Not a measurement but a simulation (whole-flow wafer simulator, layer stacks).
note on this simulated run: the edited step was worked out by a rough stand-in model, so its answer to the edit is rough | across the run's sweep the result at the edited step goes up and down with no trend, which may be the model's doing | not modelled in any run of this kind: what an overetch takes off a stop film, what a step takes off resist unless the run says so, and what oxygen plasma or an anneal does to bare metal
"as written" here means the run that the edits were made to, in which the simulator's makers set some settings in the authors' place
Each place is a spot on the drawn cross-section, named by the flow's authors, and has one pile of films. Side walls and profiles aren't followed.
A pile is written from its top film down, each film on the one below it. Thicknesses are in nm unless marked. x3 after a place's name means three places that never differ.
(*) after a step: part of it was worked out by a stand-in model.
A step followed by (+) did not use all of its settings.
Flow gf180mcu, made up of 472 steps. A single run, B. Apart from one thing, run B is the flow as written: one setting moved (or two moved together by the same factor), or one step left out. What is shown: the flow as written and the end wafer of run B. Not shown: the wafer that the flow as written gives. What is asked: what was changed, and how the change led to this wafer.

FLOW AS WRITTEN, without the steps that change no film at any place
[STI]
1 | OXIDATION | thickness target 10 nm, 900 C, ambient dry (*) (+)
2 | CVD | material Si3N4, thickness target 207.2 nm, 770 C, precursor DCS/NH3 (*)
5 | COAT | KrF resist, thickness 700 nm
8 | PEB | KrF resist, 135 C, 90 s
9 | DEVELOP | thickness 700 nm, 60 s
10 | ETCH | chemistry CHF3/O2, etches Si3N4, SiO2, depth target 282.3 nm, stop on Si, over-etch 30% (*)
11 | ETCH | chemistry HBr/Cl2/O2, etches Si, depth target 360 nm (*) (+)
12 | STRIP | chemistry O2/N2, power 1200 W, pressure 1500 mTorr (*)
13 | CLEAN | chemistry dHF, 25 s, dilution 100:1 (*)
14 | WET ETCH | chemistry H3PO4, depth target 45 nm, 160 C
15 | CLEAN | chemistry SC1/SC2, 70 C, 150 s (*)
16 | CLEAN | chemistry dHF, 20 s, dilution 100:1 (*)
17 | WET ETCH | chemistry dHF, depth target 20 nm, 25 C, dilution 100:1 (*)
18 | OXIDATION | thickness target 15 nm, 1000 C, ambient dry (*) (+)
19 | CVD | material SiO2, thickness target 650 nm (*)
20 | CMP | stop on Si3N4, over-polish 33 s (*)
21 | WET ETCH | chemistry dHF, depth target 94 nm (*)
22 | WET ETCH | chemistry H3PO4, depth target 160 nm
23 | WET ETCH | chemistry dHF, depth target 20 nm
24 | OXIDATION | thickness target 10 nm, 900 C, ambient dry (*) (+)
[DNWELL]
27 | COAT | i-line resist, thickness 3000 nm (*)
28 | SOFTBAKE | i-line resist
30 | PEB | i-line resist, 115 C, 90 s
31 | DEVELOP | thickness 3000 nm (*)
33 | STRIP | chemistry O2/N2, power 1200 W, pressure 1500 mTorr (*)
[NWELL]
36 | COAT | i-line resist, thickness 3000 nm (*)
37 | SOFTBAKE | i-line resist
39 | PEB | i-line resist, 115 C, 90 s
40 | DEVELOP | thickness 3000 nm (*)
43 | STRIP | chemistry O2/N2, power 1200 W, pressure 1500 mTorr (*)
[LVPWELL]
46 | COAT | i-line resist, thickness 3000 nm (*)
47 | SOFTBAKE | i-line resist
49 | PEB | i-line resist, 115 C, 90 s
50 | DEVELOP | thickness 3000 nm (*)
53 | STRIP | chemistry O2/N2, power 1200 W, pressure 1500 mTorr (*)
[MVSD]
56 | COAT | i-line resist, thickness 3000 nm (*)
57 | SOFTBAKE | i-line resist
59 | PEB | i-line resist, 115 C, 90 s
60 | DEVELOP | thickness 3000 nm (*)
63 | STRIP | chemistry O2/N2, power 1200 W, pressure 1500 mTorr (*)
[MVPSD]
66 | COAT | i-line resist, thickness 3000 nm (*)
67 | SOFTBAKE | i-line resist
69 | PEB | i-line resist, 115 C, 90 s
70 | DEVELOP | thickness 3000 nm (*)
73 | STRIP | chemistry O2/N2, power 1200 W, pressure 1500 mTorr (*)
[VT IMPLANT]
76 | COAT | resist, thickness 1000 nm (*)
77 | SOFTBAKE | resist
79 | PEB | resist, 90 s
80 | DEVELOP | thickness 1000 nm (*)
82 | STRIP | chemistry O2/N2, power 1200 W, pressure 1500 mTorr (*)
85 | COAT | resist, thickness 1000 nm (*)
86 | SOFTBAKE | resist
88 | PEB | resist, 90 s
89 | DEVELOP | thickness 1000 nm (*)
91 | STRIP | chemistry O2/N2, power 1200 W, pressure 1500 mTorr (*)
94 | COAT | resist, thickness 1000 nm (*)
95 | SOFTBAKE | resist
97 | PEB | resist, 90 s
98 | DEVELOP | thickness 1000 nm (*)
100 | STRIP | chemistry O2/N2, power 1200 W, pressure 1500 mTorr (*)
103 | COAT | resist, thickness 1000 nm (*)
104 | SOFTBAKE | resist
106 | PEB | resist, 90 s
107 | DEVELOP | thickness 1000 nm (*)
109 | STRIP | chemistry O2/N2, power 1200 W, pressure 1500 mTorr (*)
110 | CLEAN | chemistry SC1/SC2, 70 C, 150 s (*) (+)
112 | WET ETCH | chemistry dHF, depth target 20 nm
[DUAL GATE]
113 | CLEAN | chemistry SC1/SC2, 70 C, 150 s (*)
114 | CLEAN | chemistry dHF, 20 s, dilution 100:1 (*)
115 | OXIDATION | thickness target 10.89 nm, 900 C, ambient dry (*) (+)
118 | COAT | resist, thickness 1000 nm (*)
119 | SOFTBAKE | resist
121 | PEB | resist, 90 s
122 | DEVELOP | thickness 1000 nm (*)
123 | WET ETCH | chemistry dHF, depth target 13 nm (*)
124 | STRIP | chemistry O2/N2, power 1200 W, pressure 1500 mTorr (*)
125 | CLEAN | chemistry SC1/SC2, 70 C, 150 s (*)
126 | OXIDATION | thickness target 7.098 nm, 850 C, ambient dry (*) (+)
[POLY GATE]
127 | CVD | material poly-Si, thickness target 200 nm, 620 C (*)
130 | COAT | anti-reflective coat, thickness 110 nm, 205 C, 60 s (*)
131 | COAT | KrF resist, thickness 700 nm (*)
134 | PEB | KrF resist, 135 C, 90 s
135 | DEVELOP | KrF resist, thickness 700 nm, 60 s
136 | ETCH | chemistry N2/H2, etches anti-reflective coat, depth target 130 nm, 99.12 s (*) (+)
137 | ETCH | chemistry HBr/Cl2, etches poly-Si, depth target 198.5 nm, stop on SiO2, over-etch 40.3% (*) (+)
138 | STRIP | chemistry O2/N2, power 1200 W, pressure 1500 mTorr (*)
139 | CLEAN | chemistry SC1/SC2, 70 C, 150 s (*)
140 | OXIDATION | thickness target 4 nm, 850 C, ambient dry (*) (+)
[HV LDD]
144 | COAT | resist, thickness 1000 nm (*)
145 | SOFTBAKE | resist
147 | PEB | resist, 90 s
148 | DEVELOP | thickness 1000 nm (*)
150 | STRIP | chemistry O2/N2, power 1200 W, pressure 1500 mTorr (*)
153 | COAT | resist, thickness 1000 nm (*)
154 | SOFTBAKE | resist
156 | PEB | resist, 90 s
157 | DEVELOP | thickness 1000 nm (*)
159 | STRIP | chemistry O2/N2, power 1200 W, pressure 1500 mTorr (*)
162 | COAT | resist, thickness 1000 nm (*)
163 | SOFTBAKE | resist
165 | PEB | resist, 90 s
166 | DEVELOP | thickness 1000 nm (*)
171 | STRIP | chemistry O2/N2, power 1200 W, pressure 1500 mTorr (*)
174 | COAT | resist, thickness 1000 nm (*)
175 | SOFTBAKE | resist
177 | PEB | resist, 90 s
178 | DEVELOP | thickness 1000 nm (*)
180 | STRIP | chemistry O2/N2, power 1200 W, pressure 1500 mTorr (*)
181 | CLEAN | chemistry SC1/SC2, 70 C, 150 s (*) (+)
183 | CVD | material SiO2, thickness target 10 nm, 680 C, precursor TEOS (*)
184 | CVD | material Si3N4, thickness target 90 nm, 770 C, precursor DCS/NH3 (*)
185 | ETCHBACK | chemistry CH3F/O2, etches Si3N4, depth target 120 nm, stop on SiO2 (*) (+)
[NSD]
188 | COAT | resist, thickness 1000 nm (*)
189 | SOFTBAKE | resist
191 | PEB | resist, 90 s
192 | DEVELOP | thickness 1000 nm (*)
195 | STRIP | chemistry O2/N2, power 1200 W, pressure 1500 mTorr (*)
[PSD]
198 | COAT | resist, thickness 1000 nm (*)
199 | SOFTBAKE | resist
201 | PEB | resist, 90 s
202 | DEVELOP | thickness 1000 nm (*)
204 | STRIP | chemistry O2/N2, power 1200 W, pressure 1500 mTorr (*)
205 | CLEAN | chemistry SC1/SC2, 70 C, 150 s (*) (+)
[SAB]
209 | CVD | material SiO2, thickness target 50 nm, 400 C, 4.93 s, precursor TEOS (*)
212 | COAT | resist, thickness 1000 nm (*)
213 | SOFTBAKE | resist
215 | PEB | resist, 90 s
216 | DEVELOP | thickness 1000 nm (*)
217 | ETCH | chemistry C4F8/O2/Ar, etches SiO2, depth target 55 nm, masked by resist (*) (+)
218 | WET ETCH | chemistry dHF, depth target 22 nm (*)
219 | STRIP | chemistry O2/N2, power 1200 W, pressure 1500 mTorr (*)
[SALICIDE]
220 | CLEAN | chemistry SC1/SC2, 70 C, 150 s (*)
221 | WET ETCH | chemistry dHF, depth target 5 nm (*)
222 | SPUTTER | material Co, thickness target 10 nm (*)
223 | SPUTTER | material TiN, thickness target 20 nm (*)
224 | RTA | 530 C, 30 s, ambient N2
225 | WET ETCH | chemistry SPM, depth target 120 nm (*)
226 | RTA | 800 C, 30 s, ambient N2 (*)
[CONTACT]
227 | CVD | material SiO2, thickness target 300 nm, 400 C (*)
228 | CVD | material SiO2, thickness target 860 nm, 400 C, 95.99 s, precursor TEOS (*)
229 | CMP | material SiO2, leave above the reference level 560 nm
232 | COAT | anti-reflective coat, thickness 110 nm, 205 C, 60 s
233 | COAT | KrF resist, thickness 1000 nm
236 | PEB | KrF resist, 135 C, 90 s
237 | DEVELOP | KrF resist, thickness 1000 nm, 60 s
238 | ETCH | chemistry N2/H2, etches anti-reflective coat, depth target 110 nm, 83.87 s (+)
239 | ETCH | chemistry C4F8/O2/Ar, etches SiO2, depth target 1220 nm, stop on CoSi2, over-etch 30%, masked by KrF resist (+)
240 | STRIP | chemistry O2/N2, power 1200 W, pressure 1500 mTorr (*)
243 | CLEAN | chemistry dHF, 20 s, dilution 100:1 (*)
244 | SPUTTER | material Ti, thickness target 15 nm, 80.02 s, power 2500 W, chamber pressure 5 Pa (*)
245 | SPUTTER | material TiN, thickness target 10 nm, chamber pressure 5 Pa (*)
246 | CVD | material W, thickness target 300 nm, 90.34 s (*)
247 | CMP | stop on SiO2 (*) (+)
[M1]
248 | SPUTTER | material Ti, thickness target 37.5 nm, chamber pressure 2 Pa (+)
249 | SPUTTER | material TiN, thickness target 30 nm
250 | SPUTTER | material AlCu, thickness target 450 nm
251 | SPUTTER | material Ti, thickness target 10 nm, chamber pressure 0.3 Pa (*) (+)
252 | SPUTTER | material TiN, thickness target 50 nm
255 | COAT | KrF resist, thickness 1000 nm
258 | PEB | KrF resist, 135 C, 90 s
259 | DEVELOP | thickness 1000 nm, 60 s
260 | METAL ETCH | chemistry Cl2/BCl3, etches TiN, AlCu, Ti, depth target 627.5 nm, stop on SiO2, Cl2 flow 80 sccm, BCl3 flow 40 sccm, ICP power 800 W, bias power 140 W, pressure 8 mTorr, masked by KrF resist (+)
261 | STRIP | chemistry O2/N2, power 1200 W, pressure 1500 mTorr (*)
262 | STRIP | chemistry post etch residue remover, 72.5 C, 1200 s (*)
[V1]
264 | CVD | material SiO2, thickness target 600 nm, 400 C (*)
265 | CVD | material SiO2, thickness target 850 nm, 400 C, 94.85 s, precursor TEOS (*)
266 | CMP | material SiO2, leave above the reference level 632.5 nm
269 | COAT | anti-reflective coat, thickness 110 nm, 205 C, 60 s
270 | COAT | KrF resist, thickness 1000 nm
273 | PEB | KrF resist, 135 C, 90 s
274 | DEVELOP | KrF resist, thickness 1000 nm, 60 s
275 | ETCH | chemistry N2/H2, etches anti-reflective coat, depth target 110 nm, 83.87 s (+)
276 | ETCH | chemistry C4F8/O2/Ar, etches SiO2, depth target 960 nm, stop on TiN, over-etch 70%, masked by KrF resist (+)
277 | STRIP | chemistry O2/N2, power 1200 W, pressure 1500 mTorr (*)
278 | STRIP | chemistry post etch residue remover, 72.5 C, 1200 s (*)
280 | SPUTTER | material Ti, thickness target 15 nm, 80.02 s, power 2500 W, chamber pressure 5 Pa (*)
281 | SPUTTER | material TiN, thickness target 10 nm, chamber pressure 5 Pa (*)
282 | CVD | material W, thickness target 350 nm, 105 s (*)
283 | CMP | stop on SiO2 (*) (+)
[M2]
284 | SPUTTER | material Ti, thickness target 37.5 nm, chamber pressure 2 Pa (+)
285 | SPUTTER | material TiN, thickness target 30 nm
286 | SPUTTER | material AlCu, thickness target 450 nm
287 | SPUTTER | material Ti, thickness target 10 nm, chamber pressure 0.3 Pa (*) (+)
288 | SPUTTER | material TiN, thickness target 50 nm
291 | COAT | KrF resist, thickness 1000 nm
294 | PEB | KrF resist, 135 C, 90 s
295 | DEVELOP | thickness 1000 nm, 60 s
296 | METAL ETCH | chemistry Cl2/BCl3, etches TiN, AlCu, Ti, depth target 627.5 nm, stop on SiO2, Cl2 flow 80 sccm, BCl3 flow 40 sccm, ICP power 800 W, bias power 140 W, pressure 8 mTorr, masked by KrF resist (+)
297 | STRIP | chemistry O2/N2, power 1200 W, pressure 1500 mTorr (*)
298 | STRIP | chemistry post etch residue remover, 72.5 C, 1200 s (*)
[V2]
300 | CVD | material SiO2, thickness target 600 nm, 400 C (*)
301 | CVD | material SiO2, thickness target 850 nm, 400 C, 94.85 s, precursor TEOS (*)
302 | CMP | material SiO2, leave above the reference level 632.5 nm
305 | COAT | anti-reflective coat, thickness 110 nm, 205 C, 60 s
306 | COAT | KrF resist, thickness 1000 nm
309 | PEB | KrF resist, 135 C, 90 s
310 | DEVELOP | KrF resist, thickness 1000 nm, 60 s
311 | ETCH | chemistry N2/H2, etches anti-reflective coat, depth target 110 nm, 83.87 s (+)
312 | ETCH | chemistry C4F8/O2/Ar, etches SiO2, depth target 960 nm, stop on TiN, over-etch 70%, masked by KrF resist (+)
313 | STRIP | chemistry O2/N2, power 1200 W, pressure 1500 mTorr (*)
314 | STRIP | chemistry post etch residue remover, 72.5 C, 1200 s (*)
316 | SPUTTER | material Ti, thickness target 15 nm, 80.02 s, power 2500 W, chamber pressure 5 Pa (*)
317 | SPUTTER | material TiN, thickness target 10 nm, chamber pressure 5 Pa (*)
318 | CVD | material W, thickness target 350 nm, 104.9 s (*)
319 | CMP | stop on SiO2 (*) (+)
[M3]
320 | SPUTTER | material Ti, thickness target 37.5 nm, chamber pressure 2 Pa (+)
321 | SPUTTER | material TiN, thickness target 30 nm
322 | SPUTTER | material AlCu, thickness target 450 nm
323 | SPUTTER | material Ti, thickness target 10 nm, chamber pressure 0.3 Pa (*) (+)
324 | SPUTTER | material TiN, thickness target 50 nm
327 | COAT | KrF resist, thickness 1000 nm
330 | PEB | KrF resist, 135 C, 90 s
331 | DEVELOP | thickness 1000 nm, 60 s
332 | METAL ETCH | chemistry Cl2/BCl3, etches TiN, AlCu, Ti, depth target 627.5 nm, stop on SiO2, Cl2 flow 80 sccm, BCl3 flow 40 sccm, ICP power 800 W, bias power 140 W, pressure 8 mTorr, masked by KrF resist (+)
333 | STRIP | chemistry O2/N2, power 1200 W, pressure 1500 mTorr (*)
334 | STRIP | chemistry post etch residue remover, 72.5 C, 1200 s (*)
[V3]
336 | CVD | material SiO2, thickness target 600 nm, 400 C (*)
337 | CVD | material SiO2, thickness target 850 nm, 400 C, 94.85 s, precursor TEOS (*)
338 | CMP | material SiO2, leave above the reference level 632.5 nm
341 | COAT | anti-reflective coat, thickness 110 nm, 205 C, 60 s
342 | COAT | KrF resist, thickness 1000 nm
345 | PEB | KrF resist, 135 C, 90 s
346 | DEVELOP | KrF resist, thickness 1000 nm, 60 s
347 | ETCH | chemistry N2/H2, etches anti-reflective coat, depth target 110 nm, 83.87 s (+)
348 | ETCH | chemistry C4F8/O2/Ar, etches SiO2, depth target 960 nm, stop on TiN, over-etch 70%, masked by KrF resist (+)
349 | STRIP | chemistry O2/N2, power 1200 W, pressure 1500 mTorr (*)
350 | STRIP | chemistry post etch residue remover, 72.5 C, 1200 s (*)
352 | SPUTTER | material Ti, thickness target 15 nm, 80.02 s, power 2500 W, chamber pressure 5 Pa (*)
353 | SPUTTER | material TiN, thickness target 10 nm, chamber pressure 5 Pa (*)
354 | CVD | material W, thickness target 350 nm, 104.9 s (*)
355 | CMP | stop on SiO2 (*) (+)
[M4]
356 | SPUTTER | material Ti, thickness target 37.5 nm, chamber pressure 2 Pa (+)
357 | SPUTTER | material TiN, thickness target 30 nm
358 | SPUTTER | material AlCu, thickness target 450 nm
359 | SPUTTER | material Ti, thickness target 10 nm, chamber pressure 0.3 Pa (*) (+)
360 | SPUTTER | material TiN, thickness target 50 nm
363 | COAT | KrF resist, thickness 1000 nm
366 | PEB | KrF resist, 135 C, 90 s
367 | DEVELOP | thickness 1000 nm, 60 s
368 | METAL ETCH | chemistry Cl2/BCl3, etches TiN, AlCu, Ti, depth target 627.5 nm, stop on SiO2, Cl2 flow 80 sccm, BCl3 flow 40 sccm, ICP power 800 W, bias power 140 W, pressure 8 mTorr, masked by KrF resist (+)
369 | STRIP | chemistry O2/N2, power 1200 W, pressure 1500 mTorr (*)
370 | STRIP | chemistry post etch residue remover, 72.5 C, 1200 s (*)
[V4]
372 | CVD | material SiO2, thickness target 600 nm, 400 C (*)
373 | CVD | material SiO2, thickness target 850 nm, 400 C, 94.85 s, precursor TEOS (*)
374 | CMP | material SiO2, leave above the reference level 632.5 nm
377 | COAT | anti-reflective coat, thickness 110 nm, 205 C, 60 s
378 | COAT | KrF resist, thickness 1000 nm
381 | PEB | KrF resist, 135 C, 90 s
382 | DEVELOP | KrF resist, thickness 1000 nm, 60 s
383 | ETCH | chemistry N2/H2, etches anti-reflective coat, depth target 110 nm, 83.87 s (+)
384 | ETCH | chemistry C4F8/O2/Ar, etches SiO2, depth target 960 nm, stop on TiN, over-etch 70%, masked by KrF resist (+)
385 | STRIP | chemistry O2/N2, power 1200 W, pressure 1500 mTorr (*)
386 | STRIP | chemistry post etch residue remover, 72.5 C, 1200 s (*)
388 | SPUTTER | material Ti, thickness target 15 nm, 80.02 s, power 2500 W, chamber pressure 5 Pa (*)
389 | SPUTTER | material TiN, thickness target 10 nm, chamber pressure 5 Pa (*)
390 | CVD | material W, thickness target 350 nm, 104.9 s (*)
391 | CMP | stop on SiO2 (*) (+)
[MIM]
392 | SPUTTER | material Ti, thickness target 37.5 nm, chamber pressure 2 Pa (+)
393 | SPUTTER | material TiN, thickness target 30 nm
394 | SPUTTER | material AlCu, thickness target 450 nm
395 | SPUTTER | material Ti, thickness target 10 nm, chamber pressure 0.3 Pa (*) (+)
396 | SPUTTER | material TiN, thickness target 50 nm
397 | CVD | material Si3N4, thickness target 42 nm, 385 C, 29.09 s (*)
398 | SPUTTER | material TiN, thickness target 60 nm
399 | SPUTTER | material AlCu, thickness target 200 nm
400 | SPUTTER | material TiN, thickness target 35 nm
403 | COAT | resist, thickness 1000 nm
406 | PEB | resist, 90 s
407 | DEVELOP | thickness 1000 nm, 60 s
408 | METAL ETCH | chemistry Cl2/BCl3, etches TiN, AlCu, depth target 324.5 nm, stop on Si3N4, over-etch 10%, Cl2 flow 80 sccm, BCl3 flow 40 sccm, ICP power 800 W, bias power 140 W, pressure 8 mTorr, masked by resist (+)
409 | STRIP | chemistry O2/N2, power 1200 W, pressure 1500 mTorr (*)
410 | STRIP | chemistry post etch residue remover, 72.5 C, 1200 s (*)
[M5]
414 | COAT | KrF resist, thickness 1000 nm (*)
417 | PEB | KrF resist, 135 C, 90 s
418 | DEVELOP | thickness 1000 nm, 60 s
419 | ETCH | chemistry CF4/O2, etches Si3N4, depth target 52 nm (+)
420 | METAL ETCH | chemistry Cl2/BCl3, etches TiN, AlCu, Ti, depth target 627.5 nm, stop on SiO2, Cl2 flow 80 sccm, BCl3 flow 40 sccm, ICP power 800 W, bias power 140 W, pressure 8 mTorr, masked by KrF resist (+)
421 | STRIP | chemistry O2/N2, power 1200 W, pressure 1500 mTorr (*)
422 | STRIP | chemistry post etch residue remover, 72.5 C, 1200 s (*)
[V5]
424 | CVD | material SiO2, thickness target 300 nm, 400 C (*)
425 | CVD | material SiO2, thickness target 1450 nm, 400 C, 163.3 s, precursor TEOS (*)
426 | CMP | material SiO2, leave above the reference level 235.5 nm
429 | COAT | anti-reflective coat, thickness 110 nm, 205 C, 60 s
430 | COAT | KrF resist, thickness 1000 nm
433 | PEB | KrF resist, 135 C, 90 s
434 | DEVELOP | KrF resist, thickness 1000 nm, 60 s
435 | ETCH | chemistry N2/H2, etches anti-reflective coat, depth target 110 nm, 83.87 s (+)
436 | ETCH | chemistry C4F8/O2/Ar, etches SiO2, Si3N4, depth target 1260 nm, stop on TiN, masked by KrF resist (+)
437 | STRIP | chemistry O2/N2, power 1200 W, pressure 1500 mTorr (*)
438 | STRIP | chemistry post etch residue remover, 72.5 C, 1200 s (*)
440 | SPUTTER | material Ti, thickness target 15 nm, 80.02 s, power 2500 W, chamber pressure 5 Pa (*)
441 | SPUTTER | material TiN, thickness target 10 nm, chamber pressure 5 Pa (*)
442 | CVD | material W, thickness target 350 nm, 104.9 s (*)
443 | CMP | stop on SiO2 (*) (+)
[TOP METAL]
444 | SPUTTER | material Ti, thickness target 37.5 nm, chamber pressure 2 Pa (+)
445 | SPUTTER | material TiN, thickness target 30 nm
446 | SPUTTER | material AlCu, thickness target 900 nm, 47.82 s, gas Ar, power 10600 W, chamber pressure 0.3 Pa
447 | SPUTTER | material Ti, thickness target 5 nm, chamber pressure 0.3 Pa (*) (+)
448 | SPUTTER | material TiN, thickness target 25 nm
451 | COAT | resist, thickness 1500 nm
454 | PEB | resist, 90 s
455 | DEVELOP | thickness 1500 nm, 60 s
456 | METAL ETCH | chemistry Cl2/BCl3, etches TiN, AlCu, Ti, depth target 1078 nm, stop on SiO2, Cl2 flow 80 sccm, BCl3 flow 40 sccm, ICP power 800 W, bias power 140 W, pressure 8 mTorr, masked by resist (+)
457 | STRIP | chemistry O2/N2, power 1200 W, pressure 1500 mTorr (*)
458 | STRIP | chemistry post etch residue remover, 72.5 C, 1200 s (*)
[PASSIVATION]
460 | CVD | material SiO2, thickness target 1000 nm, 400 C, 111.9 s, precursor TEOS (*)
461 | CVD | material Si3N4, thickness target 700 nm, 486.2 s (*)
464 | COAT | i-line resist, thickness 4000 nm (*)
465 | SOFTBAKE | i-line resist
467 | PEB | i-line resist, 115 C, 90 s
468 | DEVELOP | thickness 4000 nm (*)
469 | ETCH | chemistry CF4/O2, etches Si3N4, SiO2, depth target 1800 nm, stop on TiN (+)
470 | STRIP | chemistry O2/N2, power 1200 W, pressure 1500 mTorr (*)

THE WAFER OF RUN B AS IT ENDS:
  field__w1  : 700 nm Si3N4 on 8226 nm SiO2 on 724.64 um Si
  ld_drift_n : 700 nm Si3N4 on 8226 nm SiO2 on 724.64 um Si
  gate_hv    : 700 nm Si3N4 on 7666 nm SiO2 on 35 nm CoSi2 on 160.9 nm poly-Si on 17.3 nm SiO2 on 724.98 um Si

The reason: step 126, OXIDATION: thickness target 10.65 nm was run, whereas the flow has thickness target 7.098 nm.

Step by step, how the change led to this:
  126 | OXIDATION | thickness target 7.098 nm, 850 C, ambient dry (*) (+)
      gate_hv, active_hv, active_nat and 25 more: +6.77 SiO2, -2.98 Si (in the flow as written it would be: +3.72 SiO2, -1.64 Si)
      active, n_well, p_well and 12 more: +10.6 SiO2 (new film), -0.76 chemical SiO2 (all of it), -4.35 Si (in the flow as written it would be: +7.1 SiO2 (new film), -0.76 chemical SiO2 (all of it), -2.79 Si)
      (also at 49 further places)
  189 | SOFTBAKE | resist
      nw_enc_fld_lv__w3: -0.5 resist (in the flow as written it would be: +0.35 resist)
      active_nat: +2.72 resist (in the flow as written it would be: +1.71 resist)
  199 | SOFTBAKE | resist
      nw_enc_fld_lv__w3: -0.5 resist (in the flow as written it would be: +0.35 resist)
      active_nat: +2.72 resist (in the flow as written it would be: +1.71 resist)
  218 | WET ETCH | chemistry dHF, depth target 22 nm (*)
      active, p_well, sd_n, iso_ptap_pw, iso_ntap_nw, iso_ptap_sub, vpnp_e: -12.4 SiO2 (all of it) (in the flow as written it would be: -9.01 SiO2 (all of it))
      ldn_tap, ldn_src, ldn_drn, ldp_tap, ldp_src, ldp_drn, ldp_gr: -18.9 SiO2 (all of it) (in the flow as written it would be: -16 SiO2 (all of it))
      (also at 9 further places)
